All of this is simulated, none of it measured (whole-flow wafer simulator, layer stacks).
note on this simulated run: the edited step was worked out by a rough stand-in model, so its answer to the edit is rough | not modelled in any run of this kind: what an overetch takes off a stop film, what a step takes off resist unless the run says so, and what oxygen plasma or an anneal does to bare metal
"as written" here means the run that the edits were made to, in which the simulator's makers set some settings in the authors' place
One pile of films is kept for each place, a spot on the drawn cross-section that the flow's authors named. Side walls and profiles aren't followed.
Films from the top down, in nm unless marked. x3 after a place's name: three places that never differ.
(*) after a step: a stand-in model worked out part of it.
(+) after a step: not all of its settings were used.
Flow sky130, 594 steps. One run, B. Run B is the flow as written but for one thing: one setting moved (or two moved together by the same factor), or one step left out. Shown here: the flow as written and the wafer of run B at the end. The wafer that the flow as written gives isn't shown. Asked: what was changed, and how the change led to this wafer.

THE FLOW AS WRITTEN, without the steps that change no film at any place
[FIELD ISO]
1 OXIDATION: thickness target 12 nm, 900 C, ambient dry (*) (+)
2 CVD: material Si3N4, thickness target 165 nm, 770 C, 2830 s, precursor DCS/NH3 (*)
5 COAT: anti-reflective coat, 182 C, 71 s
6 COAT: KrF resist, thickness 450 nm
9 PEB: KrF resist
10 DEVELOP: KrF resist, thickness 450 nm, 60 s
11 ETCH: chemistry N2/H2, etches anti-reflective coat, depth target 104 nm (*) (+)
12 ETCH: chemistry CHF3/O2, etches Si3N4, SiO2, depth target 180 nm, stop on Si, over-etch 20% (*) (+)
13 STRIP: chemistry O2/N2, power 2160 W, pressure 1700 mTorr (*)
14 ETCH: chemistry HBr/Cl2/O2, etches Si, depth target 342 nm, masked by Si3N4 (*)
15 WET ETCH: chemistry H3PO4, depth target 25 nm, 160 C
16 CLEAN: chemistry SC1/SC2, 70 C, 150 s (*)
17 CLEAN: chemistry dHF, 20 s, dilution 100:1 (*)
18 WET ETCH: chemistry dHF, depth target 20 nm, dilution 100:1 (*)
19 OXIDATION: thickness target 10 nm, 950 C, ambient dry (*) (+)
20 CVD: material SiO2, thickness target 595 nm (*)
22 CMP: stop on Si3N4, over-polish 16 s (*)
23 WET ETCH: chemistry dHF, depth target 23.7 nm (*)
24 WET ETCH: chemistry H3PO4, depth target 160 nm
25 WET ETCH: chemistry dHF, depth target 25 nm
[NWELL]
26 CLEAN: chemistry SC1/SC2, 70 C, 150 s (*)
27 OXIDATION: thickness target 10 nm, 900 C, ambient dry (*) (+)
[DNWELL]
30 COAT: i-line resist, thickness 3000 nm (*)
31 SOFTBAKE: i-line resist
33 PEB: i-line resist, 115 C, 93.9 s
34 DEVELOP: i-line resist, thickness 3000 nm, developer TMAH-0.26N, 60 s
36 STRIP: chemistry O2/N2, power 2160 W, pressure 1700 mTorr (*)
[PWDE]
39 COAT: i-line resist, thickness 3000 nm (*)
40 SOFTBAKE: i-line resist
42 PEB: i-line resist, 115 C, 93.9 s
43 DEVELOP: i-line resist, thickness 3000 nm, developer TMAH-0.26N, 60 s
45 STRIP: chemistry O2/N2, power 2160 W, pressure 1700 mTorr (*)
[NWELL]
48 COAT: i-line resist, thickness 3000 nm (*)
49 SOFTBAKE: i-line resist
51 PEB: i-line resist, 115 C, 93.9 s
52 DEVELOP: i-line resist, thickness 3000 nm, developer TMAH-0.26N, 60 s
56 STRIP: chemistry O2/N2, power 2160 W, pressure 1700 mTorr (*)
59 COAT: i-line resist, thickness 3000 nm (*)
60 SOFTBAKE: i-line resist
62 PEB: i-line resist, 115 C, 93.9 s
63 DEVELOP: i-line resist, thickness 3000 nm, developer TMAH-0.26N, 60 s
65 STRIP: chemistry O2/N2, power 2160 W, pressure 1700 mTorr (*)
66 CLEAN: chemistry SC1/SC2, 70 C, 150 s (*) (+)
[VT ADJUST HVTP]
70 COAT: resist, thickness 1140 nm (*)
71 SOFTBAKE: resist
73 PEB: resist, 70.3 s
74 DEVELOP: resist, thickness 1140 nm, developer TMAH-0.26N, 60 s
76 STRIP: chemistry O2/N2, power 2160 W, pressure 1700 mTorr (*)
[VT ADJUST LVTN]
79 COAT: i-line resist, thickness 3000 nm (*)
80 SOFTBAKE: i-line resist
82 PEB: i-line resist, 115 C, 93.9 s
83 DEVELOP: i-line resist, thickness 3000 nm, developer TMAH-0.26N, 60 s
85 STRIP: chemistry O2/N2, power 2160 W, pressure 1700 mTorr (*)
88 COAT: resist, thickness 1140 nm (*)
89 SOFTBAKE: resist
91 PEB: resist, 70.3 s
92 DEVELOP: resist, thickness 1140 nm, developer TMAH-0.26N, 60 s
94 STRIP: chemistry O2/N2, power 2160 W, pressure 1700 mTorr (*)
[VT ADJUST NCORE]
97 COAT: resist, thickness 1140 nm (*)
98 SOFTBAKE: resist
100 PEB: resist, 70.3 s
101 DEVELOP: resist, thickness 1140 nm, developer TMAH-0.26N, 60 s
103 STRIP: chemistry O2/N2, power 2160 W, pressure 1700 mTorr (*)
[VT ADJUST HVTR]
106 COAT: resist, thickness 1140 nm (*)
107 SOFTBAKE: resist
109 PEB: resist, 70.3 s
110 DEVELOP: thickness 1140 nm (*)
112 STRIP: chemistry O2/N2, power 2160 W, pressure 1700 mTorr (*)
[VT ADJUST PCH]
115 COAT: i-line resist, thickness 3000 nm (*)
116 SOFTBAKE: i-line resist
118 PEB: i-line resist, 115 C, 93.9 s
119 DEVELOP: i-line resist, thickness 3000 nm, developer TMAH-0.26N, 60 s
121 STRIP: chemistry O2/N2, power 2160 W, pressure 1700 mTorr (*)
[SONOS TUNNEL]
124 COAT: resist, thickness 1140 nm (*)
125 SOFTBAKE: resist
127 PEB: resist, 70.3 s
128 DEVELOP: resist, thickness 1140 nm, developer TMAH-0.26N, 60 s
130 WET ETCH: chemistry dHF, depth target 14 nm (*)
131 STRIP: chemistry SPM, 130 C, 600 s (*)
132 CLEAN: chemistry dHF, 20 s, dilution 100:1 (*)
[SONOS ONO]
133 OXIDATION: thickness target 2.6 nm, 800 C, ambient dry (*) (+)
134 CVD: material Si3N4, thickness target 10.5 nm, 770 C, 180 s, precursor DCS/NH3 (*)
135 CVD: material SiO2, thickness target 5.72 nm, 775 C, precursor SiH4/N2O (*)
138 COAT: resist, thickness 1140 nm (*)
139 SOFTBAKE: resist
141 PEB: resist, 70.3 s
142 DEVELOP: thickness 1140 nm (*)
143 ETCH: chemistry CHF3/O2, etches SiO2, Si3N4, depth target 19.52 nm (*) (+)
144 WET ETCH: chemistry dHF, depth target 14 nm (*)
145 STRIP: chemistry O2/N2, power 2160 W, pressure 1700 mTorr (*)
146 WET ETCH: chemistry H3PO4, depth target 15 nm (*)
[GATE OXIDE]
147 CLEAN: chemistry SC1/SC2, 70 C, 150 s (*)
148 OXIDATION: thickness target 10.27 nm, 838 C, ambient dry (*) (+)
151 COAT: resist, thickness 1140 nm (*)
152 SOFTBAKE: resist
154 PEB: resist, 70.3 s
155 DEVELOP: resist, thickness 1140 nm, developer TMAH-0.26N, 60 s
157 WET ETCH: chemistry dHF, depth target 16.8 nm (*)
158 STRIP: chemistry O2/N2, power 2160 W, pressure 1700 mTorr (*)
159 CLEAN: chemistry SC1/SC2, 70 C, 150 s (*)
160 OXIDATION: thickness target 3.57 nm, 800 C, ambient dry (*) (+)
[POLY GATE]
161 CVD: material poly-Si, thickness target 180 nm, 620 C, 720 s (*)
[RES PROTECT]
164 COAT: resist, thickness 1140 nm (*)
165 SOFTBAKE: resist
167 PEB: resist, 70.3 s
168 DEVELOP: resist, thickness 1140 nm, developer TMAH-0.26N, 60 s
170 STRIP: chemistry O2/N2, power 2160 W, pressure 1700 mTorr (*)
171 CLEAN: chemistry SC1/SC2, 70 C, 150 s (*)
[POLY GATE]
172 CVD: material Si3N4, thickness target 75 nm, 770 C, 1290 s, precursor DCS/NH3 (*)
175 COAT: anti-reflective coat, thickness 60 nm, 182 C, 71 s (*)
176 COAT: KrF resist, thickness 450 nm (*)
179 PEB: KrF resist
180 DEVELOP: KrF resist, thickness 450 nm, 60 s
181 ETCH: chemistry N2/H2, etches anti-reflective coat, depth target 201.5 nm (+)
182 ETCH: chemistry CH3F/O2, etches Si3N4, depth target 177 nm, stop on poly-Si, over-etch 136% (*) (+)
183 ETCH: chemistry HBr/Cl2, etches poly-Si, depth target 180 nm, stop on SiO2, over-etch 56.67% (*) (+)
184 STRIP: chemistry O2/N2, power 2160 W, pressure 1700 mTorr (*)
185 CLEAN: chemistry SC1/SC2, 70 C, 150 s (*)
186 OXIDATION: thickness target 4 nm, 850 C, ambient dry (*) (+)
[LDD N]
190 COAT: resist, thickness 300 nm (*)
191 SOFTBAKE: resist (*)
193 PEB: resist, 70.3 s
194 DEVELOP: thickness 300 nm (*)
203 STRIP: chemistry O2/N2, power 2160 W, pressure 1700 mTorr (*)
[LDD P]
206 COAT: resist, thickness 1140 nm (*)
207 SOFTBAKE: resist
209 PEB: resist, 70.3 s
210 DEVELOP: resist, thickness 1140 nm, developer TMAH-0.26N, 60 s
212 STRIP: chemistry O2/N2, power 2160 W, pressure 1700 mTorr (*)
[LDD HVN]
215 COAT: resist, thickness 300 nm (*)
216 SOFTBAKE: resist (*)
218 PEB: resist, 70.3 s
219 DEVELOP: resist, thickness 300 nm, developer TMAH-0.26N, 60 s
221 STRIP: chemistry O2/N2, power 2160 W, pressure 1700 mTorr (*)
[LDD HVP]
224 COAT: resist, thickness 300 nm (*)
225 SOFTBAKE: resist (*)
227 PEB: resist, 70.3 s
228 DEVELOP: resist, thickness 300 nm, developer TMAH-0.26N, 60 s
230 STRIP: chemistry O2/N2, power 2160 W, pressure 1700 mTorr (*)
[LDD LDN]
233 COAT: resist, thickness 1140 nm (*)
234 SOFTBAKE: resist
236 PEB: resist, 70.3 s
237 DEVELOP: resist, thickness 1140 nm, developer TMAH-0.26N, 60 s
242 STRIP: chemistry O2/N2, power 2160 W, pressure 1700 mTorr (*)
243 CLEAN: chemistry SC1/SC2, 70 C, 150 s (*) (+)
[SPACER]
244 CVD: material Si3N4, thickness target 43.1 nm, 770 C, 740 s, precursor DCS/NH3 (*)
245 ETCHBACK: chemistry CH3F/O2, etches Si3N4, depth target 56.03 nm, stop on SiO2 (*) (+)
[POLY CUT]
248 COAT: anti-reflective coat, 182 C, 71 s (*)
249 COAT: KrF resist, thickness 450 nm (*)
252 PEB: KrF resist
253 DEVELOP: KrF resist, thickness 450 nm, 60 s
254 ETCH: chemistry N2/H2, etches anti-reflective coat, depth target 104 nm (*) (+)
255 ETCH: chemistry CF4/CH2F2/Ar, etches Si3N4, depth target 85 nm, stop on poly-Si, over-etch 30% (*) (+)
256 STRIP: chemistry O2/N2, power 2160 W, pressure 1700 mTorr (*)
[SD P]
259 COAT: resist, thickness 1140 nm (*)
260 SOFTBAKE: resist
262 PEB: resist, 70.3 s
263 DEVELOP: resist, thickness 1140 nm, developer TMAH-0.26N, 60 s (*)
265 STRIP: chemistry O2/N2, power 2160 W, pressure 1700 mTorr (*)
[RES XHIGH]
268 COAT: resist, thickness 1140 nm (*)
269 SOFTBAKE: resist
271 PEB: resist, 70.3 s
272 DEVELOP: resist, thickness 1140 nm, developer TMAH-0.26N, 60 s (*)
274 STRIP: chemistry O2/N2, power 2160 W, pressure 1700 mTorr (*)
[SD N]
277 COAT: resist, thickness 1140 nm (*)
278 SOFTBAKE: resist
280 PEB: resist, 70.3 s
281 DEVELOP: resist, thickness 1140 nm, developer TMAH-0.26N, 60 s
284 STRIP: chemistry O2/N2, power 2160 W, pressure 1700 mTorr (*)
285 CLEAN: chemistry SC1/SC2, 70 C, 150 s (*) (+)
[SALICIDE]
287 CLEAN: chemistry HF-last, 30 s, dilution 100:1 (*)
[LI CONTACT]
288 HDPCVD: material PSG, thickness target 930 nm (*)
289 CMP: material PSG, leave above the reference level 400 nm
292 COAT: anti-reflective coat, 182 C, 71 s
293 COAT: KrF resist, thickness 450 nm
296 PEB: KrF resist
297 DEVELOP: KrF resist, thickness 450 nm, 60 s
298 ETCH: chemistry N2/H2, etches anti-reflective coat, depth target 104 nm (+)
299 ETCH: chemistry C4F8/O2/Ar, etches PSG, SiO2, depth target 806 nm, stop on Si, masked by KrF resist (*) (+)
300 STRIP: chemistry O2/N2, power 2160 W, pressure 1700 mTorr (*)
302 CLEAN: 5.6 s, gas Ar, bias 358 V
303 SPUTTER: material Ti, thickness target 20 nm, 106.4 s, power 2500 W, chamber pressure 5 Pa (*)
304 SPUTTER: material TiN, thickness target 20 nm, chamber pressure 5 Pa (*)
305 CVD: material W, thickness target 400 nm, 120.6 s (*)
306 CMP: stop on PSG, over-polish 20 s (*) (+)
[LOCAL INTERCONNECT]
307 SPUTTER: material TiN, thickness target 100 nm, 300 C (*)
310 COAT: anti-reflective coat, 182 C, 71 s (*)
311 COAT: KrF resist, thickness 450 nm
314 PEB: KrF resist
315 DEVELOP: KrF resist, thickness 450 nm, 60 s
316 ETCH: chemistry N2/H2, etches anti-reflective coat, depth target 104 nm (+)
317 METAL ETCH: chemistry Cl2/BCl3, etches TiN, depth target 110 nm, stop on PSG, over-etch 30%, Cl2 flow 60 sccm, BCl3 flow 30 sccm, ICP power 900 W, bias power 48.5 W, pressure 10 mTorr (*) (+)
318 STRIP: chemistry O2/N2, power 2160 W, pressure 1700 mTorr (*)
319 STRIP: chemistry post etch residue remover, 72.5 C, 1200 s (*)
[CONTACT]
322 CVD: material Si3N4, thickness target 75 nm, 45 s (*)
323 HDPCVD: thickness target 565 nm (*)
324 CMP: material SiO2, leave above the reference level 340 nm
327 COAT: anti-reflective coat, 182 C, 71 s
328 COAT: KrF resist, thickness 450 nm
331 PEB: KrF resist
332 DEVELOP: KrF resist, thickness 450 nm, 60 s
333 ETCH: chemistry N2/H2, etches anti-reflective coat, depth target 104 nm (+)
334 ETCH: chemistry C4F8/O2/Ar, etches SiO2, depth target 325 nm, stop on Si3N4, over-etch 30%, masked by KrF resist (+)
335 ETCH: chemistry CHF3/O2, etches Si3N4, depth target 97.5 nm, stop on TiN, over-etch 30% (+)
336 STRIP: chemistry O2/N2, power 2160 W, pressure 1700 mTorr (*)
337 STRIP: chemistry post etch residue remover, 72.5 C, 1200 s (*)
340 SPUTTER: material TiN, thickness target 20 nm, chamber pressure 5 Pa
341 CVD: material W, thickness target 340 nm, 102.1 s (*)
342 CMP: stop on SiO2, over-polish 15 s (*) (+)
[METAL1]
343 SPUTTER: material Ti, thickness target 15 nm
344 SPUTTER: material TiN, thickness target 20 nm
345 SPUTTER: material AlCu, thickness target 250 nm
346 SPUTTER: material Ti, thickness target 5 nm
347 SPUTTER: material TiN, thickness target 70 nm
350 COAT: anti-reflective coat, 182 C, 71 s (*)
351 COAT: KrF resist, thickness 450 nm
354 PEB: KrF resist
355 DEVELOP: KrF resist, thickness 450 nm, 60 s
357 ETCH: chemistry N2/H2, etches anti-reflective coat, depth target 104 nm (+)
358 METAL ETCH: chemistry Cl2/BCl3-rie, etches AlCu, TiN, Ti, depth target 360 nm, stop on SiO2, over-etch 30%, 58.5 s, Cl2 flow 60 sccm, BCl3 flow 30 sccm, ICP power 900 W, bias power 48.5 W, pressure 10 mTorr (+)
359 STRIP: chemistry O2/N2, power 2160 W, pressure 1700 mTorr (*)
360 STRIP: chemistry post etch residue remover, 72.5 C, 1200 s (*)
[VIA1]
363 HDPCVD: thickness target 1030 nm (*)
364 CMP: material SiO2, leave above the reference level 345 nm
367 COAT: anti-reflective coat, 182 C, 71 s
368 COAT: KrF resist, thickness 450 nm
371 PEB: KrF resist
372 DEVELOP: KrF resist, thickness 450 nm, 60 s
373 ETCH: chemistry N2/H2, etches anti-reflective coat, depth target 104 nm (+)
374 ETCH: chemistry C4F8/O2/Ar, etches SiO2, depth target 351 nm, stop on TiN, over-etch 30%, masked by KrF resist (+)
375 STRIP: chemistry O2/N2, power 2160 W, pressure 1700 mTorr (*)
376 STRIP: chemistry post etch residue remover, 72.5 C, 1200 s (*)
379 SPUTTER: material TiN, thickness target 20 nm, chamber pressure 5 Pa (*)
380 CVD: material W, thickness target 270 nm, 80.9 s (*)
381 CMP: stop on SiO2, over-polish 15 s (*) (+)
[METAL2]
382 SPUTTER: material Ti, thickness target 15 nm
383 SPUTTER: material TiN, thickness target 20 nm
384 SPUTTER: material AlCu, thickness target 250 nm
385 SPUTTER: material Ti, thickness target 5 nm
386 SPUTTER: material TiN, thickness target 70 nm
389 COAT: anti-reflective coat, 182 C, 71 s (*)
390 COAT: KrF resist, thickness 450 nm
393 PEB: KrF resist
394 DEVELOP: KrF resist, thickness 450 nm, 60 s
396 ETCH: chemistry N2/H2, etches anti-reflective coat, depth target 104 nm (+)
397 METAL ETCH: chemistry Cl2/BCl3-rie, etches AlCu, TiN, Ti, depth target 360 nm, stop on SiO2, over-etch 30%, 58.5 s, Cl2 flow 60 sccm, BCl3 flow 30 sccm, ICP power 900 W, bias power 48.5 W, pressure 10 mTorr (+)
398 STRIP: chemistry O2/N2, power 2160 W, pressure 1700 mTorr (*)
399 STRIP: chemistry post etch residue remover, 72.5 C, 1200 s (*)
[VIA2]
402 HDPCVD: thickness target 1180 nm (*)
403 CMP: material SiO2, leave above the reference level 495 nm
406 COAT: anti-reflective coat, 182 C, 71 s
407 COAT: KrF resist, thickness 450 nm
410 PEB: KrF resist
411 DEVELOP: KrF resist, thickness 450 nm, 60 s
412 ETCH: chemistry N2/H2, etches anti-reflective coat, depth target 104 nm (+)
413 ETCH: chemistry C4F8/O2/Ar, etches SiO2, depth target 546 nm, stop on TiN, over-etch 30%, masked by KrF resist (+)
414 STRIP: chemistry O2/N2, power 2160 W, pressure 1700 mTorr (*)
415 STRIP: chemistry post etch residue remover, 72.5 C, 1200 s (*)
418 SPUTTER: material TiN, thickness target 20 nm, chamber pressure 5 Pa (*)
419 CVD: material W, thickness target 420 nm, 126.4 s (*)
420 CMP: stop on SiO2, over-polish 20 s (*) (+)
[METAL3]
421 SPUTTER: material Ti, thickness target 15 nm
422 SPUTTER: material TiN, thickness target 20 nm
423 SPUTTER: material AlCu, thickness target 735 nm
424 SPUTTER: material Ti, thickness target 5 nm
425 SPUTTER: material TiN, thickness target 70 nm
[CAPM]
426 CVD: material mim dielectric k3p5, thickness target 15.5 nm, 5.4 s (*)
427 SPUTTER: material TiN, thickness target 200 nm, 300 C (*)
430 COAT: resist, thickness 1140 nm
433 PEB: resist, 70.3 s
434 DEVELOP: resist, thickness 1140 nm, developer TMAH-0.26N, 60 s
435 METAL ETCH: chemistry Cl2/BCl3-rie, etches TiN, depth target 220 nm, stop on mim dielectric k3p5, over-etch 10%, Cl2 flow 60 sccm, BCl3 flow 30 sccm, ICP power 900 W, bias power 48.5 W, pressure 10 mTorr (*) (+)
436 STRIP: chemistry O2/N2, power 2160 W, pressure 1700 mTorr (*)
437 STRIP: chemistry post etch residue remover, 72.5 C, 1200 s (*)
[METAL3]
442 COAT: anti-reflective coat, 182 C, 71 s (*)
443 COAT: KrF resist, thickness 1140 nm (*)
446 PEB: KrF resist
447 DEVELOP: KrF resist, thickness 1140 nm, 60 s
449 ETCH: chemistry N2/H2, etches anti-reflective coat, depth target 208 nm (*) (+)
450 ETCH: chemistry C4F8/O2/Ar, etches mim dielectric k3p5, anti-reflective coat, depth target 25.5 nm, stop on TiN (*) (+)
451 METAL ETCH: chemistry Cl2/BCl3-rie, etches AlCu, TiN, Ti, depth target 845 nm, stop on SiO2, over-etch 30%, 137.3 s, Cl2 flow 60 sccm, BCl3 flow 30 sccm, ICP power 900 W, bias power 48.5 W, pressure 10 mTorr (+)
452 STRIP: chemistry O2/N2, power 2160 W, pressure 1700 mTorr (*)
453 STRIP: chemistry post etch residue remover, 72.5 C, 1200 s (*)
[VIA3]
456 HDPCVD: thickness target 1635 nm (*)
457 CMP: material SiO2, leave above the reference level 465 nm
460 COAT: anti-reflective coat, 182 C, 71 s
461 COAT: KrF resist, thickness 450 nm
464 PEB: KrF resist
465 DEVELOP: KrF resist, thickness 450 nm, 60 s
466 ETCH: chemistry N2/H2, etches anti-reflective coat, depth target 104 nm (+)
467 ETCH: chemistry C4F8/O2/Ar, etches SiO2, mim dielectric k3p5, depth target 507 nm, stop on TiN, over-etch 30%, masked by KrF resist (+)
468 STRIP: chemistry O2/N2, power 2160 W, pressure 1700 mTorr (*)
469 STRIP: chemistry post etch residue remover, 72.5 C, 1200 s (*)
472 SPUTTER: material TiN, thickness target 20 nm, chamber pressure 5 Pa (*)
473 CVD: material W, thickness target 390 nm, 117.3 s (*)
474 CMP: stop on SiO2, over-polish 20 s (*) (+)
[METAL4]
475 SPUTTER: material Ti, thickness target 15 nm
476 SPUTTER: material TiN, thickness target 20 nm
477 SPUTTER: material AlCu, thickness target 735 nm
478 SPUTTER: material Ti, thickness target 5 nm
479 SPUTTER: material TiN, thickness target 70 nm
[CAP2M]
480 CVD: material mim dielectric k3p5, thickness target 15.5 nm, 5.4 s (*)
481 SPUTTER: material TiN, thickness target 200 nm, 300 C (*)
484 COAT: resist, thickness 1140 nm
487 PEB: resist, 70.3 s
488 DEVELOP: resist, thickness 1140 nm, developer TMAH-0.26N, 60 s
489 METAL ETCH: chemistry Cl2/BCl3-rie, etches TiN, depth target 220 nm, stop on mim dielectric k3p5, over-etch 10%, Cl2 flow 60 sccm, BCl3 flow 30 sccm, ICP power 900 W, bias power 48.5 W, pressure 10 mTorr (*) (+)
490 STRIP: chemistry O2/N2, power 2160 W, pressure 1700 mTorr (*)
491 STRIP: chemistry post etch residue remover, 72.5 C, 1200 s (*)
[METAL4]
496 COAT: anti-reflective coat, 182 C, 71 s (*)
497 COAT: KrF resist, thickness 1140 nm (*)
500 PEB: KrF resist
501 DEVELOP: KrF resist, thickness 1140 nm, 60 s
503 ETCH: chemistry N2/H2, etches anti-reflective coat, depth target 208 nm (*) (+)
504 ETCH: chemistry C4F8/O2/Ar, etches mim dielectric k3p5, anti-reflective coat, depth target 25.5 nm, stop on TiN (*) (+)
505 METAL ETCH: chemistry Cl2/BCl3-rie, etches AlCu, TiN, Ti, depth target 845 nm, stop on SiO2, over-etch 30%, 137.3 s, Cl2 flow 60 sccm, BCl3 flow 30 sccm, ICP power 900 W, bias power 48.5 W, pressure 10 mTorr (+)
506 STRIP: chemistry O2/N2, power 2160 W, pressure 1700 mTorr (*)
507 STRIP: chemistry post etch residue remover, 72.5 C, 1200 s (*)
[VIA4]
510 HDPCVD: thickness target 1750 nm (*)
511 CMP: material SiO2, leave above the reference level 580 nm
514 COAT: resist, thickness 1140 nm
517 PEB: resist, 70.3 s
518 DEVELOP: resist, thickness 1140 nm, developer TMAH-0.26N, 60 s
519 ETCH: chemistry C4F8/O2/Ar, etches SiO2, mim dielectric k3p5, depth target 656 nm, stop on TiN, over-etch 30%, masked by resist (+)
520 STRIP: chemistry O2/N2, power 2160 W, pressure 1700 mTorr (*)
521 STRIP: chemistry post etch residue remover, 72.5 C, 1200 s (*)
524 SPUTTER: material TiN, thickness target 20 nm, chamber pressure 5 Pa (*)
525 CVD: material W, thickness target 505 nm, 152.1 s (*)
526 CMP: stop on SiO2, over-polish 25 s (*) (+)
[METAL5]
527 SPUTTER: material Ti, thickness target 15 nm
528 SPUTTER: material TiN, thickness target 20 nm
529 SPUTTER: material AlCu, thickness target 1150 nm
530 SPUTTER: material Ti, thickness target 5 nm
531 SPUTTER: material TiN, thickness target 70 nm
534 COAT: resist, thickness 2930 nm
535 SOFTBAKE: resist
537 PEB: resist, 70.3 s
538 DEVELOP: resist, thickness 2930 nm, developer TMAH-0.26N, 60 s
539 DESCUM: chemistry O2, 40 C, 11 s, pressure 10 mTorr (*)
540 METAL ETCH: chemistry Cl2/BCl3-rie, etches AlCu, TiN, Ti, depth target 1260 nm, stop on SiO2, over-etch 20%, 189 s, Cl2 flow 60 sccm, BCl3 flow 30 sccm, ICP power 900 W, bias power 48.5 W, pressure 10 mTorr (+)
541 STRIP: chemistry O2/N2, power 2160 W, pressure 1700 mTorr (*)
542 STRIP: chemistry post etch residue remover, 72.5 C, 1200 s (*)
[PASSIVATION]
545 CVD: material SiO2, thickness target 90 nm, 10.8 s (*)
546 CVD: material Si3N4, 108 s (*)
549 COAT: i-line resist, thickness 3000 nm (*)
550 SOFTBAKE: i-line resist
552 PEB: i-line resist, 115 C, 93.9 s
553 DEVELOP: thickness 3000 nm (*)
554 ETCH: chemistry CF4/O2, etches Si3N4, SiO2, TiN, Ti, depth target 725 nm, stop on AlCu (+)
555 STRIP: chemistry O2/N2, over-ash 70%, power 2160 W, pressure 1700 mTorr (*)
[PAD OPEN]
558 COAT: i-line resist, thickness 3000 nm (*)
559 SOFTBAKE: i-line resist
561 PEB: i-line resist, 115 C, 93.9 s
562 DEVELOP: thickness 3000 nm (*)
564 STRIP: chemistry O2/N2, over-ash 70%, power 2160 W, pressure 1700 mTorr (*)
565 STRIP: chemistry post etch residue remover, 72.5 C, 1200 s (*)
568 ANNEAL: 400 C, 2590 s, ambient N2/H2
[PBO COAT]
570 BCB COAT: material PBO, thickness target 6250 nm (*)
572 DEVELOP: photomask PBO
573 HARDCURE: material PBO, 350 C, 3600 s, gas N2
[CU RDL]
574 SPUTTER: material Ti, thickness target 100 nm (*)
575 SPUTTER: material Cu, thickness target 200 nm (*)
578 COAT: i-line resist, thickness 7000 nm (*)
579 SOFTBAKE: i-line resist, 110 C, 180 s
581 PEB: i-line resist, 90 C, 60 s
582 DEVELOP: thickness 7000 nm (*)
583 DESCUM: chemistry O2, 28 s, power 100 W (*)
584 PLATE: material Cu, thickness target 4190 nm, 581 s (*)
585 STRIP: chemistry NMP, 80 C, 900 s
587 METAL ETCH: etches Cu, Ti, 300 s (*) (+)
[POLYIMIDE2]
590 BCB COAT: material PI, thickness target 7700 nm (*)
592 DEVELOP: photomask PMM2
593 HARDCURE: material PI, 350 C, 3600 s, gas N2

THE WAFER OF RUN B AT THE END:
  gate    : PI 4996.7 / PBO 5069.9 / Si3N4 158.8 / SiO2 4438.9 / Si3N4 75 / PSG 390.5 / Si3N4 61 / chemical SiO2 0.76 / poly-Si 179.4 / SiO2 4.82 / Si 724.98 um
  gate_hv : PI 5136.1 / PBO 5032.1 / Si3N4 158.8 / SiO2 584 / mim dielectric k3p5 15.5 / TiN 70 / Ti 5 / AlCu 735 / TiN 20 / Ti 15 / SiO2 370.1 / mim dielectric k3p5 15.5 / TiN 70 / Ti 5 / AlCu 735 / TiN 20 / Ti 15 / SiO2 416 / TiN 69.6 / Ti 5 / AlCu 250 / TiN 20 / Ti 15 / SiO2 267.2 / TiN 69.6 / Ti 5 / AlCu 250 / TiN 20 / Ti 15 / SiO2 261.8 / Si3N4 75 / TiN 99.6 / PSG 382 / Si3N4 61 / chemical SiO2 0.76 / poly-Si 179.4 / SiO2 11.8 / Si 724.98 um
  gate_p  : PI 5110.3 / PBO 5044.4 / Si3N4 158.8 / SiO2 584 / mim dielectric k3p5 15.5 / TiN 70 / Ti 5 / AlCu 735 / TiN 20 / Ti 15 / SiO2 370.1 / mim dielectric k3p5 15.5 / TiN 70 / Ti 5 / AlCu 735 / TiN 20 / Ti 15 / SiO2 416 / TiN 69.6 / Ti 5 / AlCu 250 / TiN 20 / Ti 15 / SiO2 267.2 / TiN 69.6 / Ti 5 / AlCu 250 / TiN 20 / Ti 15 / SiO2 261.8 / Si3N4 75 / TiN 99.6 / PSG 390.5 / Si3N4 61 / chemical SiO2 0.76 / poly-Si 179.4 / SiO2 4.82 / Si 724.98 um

The cause: step 160, OXIDATION: thickness target 4.82 nm was run, where the flow has thickness target 3.57 nm.
It can be read off the wafer: gate has SiO2 4.82, and step 160 as written asks for 3.57 nm.

How the change led to this, step by step:
  160 OXIDATION: thickness target 3.57 nm, 800 C, ambient dry (*) (+)
      active, n_well, p_well and 58 more: SiO2 +4.82 (new film), chemical SiO2 -0.76 (all of it), Si -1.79 (as written it would be: SiO2 +3.57 (new film), chemical SiO2 -0.76 (all of it), Si -1.24)
      gate_hv, m1, pad and 37 more: SiO2 +1.85, Si -0.82 (as written it would be: SiO2 +0.85, Si -0.37)
  248 COAT: anti-reflective coat, 182 C, 71 s (*)
      field: anti-reflective coat +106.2 (new film) (as written it would be: anti-reflective coat +103 (new film))
      poly_endcap_nw: anti-reflective coat +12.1 (new film) (as written it would be: anti-reflective coat +11.4 (new film))
  256 STRIP: chemistry O2/N2, power 2160 W, pressure 1700 mTorr (*)
      field: KrF resist -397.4 (all of it), anti-reflective coat -106.2 (all of it) (as written it would be: KrF resist -399.3 (all of it), anti-reflective coat -103 (all of it))
      poly_endcap_nw: KrF resist -294.7 (all of it), anti-reflective coat -12.1 (all of it) (as written it would be: KrF resist -294.6 (all of it), anti-reflective coat -11.4 (all of it))
  299 ETCH: chemistry C4F8/O2/Ar, etches PSG, SiO2, depth target 806 nm, stop on Si, masked by KrF resist (*) (+)
      contact, ndiff_licon, ndiff_licon_cpp: PSG -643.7 (all of it), SiO2 -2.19 (all of it) (as written it would be: PSG -643.6 (all of it), SiO2 -1.16 (all of it))
